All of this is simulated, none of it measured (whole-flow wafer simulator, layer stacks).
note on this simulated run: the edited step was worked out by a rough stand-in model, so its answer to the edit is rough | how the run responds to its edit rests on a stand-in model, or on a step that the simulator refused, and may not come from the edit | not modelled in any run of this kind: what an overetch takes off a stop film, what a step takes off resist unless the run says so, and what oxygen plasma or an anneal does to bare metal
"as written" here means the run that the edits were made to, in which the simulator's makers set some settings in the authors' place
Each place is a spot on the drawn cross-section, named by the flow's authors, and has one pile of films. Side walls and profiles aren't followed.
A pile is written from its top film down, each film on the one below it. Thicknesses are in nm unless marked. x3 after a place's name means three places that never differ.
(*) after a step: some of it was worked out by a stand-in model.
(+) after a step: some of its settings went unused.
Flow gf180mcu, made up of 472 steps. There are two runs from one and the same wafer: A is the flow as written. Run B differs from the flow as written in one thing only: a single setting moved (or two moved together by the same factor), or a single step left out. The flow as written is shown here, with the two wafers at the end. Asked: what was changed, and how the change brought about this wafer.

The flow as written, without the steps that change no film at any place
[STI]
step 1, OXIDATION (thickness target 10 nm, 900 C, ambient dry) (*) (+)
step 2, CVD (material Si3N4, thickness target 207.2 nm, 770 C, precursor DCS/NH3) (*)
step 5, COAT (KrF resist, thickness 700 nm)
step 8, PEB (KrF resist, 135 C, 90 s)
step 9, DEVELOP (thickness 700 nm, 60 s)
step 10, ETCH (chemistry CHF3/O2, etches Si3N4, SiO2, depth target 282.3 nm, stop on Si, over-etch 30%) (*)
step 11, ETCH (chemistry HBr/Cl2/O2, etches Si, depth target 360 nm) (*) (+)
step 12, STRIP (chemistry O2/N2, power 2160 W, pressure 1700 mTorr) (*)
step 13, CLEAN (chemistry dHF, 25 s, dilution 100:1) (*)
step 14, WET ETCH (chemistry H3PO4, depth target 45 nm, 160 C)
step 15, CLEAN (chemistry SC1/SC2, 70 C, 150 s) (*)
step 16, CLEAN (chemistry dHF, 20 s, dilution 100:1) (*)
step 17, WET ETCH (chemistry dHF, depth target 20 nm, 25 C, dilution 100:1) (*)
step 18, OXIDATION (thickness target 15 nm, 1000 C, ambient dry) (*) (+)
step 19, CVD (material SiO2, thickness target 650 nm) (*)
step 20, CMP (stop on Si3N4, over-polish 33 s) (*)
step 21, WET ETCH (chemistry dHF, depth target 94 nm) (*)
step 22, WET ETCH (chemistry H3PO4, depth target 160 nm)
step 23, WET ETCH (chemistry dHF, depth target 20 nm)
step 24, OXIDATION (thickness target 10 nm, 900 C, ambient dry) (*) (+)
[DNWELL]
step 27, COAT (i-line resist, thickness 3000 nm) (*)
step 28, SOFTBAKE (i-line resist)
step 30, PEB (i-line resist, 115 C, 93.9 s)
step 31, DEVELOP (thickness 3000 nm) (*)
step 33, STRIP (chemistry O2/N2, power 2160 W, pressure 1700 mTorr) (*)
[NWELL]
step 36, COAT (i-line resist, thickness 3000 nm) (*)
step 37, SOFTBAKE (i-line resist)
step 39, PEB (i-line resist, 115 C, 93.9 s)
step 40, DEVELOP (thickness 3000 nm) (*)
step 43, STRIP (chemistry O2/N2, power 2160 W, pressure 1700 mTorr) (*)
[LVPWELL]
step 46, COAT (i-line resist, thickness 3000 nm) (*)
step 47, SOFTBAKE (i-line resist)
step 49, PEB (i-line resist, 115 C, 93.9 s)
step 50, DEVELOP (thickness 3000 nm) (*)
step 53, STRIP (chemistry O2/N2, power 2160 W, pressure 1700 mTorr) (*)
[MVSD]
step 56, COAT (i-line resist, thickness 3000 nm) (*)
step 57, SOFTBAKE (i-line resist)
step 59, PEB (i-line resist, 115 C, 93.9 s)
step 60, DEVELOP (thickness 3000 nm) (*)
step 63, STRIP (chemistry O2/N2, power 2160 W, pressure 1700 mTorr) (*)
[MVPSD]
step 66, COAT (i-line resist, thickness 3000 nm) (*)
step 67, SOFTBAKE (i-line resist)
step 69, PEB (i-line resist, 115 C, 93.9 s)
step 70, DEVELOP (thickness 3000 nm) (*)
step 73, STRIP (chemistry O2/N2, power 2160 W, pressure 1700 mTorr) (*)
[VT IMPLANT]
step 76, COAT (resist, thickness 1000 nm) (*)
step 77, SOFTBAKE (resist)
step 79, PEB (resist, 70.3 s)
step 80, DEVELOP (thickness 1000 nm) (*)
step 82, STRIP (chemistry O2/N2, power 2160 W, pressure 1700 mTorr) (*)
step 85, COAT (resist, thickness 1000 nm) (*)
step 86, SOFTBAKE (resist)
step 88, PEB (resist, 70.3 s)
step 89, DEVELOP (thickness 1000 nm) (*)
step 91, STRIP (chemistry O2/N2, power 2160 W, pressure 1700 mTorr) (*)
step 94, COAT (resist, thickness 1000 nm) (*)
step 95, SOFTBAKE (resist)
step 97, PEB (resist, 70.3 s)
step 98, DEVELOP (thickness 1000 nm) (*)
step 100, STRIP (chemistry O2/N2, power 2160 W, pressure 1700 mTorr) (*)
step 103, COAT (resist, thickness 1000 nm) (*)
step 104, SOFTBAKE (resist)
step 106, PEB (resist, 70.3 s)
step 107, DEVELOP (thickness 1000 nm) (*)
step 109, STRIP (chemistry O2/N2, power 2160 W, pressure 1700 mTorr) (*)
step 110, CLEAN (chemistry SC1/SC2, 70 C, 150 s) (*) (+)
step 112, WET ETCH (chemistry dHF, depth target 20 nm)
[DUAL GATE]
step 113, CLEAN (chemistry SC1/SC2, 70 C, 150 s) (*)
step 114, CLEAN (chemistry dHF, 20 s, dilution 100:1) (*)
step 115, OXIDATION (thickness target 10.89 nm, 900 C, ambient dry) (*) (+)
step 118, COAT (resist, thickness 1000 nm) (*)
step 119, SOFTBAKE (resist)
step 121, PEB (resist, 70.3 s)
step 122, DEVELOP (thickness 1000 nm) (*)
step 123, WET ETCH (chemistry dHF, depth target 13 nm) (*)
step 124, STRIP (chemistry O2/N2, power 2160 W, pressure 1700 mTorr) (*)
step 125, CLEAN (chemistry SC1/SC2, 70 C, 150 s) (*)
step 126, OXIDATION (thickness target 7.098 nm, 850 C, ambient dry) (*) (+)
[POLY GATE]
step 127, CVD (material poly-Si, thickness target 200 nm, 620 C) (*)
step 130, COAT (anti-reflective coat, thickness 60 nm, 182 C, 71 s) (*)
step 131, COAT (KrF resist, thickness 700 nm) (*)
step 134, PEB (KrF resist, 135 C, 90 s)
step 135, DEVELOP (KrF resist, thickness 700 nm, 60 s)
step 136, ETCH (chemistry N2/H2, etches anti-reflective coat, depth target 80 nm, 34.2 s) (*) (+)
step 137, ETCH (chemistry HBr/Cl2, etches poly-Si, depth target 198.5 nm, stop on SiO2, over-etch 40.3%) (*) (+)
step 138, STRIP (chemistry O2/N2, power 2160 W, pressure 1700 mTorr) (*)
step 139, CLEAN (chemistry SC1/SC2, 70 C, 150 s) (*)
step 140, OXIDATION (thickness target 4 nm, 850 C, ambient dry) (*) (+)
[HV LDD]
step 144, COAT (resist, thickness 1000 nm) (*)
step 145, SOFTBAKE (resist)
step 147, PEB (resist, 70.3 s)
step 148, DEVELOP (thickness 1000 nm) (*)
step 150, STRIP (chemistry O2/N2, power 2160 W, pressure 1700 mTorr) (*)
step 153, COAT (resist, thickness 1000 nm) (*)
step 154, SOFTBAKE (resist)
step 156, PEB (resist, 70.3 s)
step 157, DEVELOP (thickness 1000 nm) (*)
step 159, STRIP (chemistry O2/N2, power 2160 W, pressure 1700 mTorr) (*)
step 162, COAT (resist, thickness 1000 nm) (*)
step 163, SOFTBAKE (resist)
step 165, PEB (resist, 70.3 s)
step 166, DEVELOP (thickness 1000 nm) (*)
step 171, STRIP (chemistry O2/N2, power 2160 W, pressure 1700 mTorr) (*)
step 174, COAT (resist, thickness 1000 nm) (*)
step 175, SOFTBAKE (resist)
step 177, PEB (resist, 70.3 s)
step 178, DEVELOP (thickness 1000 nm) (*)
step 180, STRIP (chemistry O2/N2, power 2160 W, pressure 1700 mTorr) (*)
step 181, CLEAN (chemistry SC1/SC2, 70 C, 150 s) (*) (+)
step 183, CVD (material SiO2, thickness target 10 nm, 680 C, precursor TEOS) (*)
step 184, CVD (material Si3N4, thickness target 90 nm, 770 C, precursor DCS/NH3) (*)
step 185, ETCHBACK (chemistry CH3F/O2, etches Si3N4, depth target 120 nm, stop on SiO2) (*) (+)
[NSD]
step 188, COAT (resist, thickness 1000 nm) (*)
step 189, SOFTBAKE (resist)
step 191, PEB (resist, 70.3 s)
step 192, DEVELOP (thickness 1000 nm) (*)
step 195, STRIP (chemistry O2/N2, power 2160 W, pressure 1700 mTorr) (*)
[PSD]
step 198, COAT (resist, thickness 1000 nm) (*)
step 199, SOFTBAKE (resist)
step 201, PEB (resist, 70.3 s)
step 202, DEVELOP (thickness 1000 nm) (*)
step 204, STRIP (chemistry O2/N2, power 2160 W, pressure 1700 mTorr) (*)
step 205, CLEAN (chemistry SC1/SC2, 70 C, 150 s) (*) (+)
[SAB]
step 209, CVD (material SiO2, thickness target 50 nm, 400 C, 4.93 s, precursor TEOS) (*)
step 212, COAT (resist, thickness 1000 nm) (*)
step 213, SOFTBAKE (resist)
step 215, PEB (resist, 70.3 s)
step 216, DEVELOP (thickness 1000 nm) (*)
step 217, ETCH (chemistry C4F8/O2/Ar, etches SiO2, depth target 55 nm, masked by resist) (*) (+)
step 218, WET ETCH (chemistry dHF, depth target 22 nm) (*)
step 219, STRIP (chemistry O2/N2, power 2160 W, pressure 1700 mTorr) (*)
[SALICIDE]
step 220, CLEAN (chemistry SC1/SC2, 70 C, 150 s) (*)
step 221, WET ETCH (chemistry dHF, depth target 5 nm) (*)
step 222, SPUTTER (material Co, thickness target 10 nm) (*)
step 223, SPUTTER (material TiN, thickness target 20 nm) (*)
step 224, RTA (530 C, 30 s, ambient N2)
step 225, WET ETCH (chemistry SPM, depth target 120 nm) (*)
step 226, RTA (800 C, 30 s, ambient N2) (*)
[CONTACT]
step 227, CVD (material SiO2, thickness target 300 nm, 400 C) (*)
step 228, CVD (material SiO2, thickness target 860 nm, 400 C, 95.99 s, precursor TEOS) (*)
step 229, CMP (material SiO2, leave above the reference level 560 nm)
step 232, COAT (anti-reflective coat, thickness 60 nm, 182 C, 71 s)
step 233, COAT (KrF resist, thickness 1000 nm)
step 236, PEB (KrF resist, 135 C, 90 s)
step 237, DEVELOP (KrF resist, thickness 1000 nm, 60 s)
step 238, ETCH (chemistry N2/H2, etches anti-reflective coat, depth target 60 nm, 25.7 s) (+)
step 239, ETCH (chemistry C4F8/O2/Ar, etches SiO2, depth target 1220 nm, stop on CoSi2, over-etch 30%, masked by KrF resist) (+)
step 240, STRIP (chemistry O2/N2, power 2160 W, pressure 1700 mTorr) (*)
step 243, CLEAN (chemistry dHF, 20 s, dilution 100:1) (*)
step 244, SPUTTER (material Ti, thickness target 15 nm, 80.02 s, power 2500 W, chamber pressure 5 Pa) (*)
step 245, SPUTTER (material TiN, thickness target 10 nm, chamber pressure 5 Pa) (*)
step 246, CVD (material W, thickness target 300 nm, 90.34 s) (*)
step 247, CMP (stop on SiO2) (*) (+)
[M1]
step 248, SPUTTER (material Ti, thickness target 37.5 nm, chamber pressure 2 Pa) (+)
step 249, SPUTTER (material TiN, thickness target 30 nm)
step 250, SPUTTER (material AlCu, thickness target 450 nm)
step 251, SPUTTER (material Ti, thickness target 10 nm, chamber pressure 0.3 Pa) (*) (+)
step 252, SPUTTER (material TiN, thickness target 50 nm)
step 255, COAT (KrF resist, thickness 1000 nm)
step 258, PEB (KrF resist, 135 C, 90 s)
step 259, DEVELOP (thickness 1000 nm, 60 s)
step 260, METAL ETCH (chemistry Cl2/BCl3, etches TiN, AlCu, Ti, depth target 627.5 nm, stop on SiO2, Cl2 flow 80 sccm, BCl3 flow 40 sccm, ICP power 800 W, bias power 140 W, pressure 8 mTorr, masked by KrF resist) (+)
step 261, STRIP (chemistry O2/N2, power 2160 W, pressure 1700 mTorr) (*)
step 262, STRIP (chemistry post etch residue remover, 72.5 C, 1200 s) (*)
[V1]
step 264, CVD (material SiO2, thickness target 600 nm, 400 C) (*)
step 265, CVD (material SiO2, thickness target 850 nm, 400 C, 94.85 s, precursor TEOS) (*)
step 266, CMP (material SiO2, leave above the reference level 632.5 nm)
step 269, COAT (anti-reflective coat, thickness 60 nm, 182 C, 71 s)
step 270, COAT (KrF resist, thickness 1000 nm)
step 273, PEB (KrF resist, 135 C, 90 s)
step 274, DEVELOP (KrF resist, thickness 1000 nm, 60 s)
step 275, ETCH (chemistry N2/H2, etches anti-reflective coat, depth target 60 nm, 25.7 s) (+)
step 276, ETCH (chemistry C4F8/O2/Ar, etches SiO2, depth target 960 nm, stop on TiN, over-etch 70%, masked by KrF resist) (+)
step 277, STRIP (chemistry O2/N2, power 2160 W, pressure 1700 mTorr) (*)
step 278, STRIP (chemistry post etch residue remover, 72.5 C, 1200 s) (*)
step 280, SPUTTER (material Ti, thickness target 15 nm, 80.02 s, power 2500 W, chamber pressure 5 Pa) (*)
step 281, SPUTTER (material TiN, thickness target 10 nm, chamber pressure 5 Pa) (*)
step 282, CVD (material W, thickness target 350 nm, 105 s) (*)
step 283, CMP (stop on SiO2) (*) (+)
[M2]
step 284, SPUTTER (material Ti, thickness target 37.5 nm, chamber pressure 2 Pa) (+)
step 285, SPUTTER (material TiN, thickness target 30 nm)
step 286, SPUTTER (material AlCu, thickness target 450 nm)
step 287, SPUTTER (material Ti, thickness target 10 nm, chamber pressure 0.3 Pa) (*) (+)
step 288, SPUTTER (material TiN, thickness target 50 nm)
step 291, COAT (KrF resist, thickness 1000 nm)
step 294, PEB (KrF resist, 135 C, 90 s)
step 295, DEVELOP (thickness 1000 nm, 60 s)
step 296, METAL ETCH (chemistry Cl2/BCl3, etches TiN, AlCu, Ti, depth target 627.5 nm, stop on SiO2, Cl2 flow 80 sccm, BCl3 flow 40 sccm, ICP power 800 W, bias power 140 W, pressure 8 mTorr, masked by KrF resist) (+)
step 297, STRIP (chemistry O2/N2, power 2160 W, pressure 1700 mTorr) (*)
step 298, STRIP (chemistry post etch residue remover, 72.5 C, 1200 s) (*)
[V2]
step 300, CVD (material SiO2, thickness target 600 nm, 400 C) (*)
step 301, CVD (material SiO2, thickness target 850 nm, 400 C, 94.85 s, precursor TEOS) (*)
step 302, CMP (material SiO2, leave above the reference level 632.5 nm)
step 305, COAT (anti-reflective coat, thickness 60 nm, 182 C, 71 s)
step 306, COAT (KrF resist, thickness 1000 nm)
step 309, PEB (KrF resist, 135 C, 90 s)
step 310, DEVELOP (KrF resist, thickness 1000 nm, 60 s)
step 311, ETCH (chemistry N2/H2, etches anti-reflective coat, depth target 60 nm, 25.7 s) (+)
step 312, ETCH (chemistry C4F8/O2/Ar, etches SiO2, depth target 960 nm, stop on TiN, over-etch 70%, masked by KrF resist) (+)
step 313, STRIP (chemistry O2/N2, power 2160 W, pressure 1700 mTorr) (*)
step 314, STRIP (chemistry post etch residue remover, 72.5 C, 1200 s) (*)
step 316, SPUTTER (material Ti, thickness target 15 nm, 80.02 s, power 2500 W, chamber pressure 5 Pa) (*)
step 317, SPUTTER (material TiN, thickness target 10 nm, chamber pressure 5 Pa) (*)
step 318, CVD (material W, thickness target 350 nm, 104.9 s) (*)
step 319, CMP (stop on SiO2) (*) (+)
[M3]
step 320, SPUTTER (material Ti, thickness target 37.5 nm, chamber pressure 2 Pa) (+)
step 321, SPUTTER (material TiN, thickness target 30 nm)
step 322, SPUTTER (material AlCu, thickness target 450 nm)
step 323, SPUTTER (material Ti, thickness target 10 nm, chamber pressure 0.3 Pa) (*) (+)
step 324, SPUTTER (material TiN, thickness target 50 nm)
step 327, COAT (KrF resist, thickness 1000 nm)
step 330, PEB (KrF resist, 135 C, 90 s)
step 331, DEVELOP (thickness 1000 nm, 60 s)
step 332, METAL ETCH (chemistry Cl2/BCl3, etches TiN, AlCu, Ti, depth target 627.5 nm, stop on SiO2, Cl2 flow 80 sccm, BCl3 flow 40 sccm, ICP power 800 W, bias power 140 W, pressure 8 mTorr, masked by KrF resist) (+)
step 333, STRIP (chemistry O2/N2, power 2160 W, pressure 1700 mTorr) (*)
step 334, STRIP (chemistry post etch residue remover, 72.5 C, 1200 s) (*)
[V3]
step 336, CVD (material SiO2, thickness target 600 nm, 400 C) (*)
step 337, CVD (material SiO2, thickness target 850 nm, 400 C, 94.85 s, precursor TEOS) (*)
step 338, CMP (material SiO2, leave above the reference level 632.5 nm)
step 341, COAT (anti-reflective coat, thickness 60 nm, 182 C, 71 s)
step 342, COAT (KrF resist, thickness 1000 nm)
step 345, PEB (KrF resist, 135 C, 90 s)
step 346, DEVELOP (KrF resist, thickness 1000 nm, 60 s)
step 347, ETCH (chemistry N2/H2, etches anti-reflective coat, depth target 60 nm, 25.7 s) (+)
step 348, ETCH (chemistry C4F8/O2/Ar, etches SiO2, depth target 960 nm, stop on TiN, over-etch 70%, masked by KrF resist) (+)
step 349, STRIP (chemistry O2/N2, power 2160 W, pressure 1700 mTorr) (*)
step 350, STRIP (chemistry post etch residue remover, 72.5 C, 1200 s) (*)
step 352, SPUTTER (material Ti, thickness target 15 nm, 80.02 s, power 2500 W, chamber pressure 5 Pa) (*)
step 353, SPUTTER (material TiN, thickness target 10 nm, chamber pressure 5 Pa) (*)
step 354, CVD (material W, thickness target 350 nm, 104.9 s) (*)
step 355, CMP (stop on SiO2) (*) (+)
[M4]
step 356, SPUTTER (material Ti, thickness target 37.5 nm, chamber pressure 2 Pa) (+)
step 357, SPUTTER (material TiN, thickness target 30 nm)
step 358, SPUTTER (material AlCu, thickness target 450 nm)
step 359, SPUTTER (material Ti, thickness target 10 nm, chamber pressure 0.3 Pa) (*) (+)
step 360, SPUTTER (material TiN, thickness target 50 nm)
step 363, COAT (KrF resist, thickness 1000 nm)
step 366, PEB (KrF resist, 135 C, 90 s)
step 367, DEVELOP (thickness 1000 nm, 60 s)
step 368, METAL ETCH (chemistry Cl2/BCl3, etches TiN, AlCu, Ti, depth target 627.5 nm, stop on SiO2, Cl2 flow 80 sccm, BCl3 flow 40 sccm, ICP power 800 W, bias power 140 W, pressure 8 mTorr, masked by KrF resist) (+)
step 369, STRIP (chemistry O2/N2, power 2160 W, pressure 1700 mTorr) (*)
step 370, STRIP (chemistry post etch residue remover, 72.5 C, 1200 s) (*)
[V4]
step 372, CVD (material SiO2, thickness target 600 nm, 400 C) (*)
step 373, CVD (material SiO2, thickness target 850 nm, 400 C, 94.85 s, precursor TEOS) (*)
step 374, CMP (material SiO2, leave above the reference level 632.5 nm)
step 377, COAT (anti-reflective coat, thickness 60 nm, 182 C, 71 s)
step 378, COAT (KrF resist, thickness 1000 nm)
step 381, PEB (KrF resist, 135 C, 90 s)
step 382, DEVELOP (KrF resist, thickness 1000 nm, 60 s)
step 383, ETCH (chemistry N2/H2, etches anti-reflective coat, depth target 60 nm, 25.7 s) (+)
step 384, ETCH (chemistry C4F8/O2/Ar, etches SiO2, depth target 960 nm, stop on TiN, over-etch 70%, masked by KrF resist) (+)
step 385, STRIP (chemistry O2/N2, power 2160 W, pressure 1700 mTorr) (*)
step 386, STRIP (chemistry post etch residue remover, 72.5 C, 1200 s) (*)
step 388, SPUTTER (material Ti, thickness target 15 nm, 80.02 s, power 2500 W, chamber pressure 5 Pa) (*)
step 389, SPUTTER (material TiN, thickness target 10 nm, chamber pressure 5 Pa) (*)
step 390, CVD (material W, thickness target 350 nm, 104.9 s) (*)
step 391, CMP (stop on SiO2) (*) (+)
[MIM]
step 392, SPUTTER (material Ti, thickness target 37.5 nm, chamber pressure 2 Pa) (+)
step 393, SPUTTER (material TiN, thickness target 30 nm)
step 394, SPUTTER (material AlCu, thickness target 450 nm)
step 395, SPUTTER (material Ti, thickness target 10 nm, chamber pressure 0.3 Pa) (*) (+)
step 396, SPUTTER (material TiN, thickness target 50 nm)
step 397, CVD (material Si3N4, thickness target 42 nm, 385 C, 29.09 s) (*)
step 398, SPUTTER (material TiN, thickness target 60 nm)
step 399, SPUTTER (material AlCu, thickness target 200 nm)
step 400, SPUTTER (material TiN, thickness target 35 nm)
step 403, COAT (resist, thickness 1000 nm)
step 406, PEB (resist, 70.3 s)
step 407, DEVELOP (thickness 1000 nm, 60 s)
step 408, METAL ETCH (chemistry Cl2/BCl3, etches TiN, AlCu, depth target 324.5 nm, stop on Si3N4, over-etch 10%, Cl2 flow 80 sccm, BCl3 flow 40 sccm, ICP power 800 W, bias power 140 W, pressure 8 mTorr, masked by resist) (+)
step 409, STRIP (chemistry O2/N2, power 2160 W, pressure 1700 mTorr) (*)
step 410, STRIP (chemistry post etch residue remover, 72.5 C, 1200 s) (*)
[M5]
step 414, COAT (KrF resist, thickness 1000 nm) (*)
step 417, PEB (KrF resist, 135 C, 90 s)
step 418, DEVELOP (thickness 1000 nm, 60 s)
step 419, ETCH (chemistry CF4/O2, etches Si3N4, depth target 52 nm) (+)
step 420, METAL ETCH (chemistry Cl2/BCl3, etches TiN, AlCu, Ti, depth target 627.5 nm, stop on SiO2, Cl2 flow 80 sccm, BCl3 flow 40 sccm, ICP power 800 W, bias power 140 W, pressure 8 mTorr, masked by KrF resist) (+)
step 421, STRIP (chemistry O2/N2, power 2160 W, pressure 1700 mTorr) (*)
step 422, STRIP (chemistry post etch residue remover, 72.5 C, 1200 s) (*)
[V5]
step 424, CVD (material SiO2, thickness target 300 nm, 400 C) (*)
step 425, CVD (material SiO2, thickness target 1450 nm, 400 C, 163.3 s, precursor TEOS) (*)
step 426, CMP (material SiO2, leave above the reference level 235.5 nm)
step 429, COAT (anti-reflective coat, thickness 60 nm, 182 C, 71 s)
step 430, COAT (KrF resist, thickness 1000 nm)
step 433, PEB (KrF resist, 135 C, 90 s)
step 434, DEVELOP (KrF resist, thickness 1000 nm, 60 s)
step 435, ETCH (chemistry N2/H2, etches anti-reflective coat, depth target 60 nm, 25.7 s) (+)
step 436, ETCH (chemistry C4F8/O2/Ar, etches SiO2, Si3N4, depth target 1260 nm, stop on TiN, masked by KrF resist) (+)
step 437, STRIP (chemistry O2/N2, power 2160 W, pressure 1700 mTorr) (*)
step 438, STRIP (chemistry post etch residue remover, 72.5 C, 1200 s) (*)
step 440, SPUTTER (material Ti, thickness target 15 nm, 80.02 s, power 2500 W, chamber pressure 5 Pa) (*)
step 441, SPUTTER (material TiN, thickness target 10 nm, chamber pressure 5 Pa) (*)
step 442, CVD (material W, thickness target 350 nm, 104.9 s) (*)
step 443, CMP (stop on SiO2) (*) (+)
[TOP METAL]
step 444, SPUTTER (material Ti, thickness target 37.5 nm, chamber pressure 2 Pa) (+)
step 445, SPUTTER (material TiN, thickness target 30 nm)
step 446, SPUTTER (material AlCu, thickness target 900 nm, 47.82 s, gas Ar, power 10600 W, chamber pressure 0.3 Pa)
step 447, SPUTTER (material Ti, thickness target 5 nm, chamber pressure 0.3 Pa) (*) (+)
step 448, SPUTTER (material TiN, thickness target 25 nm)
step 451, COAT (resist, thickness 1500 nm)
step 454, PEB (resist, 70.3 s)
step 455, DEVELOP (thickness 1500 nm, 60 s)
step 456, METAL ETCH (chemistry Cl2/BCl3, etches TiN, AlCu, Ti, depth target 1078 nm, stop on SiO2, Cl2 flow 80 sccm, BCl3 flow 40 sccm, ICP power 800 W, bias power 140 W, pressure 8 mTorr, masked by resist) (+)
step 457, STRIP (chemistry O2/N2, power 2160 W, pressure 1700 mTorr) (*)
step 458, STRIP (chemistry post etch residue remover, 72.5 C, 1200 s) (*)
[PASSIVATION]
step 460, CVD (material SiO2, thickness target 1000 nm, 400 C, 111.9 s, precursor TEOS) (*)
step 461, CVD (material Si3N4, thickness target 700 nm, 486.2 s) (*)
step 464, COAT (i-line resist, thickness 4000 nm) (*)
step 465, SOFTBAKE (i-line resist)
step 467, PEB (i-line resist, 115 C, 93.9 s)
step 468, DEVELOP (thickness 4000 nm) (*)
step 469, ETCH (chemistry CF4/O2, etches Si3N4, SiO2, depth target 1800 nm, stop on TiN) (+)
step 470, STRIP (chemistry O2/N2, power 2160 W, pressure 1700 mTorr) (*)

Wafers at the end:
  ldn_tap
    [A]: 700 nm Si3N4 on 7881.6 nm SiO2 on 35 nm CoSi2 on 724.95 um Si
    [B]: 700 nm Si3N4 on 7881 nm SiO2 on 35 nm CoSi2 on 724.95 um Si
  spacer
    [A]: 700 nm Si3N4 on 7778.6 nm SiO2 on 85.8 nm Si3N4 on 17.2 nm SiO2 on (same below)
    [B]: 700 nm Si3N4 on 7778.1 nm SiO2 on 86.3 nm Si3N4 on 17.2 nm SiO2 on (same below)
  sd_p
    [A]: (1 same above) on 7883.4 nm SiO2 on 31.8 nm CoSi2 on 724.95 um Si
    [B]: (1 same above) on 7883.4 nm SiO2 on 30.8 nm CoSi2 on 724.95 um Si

The reason: step 209, CVD: thickness target 69.5 nm was run, though the flow has thickness target 50 nm; step 209, CVD: 6.853 s was run, where the flow has 4.93 s.

Step by step, how the change led to this:
  step 209, CVD (material SiO2, thickness target 50 nm, 400 C, 4.93 s, precursor TEOS) (*)
      field, field__w7, field__w8 and 73 more: A SiO2 gains 50 | B SiO2 gains 68.8
      field__w1, m1, nw_enc_fld_lv__w3: A SiO2 gains 49.2 | B SiO2 gains 67.7
      (as well as at 30 more places)
  step 217, ETCH (chemistry C4F8/O2/Ar, etches SiO2, depth target 55 nm, masked by resist) (*) (+)
      spacer: A SiO2 loses 50 (all of it), Si3N4 loses 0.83 | B SiO2 loses 55
  step 218, WET ETCH (chemistry dHF, depth target 22 nm) (*)
      ldn_tap, ldn_src, ldn_drn, ldp_tap, ldp_src, ldp_drn, ldp_gr: A SiO2 loses 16 (all of it) | B SiO2 loses 34
      ld_drn_n, ld_sd_p: A SiO2 loses 14.8 (all of it) | B SiO2 loses 32.8
      (as well as at 91 more places)
  step 219, STRIP (chemistry O2/N2, power 2160 W, pressure 1700 mTorr) (*)
      active_hv, ld_drn_n, ld_sd_p and 8 more: A chemical SiO2 gains 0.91 (new film), Si loses 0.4 | B nothing
  step 221, WET ETCH (chemistry dHF, depth target 5 nm) (*)
      ldn_tap, ldn_src, ldn_drn, ldp_tap, ldp_src, ldp_drn, ldp_gr: A chemical SiO2 loses 0.76 (all of it) | B SiO2 loses 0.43 (all of it)
      active_hv, ld_drn_n, ld_sd_p, sd_p_hv: A chemical SiO2 loses 0.76 (all of it) | B nothing
  step 223, SPUTTER (material TiN, thickness target 20 nm) (*)
      field__w12: A TiN gains 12 (new film) | B TiN gains 12.7 (new film)
      sd_p: A TiN gains 17.9 (new film) | B TiN gains 17.3 (new film)
      (as well as at 1 more place)
  step 224, RTA (530 C, 30 s, ambient N2)
      sd_p: A under 1 film: CoSi gains 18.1 (new film), Co loses 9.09 (all of it), Si loses 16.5 | B under 1 film: CoSi gains 17.5 (new film), Co loses 8.8 (all of it), Si loses 16
  step 225, WET ETCH (chemistry SPM, depth target 120 nm) (*)
      field__w12: A TiN loses 12 (all of it), Co loses 6.15 (all of it) | B TiN loses 12.7 (all of it), Co loses 6.44 (all of it)
      sd_p: A TiN loses 17.9 (all of it) | B TiN loses 17.3 (all of it)
      (as well as at 1 more place)
  step 226, RTA (800 C, 30 s, ambient N2) (*)
      sd_p: A CoSi2 gains 31.8 (new film), CoSi loses 18.1 (all of it), Si loses 16.5 | B CoSi2 gains 30.8 (new film), CoSi loses 17.5 (all of it), Si loses 16
  step 229, CMP (material SiO2, leave above the reference level 560 nm)
      ldn_sep__w1, ldn_sep__w2, ldn_dft and 8 more: A SiO2 loses 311 | B SiO2 loses 319.1
      sti, mim_1p0, pad, dice_street, iso_nw_fld, iso_fld_sub: A SiO2 loses 296.8 | B SiO2 loses 304.9
      (as well as at 43 more places)
